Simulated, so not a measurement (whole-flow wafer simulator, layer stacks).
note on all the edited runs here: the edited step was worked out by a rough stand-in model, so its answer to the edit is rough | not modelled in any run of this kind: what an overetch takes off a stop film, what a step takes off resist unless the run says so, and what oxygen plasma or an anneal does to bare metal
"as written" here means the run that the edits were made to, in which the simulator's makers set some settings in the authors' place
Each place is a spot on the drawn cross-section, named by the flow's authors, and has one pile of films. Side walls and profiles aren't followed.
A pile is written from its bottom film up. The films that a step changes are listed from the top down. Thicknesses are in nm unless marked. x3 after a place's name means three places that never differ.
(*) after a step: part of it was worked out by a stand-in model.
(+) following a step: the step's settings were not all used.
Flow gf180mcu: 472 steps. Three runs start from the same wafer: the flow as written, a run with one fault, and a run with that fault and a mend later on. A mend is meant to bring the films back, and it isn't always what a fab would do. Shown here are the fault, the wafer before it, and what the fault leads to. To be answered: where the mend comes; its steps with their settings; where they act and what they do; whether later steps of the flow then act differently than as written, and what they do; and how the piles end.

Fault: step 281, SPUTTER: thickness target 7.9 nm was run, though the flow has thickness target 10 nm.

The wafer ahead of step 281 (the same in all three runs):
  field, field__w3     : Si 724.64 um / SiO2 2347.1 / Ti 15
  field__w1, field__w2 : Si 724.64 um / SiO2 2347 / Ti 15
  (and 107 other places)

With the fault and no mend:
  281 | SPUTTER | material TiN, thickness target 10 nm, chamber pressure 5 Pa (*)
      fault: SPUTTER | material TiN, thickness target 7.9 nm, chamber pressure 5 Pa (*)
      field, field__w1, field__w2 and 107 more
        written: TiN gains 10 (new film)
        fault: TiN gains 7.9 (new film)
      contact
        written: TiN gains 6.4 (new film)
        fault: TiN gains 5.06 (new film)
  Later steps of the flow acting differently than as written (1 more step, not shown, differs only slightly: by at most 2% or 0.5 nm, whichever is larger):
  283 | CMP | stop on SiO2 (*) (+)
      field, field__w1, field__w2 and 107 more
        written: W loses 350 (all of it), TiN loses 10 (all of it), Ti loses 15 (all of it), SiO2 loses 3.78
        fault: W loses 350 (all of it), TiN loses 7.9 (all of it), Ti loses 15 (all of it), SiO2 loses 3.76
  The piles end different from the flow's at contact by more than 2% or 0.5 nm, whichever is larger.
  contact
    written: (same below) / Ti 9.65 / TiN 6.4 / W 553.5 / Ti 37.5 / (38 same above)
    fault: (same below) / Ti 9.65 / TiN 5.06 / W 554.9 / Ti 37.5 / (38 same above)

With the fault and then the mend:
  The mend stands after step 281.
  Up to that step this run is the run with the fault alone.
  281a | SPUTTER | material TiN, thickness target 2.1 nm, chamber pressure 5 Pa (*) (the flow's step 281 again, with other settings)
      field, field__w1, field__w2 and 107 more
        TiN gains 2.1
      contact
        TiN gains 1.34
  None of the later steps of the flow acts differently than as written at any place that is followed.
  By the end, the piles equal the flow's at every place that both follow.
